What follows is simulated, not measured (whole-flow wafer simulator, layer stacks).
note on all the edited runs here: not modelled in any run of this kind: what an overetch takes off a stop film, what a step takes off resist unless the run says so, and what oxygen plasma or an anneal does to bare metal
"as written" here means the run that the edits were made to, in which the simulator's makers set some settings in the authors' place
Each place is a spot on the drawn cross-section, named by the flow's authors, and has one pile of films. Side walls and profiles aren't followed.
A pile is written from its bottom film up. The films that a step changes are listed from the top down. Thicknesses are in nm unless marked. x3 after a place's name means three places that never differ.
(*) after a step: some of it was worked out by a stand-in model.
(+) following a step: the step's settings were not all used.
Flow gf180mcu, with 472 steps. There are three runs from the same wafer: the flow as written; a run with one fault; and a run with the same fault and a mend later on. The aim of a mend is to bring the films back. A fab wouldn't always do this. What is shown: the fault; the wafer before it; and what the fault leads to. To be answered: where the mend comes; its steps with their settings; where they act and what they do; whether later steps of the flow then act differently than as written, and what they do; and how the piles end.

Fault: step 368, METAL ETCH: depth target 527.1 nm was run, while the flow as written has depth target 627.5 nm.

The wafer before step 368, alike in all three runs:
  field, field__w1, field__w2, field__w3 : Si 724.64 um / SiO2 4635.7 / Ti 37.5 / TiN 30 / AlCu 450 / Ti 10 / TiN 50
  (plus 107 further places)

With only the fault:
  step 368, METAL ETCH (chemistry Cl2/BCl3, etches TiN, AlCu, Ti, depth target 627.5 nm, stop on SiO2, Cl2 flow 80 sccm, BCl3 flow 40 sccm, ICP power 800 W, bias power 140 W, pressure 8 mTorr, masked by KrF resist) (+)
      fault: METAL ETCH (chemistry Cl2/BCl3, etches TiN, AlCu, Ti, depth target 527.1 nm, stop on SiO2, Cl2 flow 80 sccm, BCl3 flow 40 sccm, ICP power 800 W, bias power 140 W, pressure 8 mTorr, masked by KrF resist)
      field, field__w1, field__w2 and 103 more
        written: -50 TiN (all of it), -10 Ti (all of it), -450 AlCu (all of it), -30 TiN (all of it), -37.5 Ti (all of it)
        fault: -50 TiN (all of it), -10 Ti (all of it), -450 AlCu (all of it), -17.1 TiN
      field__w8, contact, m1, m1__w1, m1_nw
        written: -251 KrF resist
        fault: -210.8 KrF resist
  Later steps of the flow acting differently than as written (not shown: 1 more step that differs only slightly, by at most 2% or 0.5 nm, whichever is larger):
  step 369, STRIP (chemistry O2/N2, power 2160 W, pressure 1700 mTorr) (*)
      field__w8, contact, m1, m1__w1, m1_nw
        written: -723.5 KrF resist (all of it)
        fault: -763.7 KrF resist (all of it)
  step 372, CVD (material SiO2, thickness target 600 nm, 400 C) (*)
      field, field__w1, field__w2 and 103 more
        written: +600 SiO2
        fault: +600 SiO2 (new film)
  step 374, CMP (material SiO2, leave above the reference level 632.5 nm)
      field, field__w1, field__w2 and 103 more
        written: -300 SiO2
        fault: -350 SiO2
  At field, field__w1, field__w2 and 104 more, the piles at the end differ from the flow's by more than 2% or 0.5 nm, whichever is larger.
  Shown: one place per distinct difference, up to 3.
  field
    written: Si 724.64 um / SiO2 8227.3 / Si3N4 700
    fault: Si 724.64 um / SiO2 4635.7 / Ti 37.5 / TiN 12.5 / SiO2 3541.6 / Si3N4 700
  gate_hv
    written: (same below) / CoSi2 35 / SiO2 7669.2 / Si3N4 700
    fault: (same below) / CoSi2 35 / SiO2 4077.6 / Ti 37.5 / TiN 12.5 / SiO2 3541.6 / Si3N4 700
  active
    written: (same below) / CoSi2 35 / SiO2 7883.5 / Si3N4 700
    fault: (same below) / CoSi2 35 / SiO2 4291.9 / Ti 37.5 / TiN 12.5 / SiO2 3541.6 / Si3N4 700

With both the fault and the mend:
  The mend follows step 368.
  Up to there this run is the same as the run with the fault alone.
  step 368a, METAL ETCH (chemistry Cl2/BCl3, etches TiN, AlCu, Ti, depth target 100.4 nm, stop on SiO2, Cl2 flow 80 sccm, BCl3 flow 40 sccm, ICP power 800 W, bias power 140 W, pressure 8 mTorr, masked by KrF resist) (+) (the flow's step 368 again, with other settings)
      field, field__w1, field__w2 and 103 more
        -12.9 TiN (all of it), -37.5 Ti (all of it)
      field__w8, contact, m1, m1__w1, m1_nw
        -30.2 KrF resist
  Later steps of the flow that are run all act as written at every place that is followed, up to a difference of at most 2% or 0.5 nm, whichever is larger.
  By the end, the piles equal the flow's at every place that both follow.
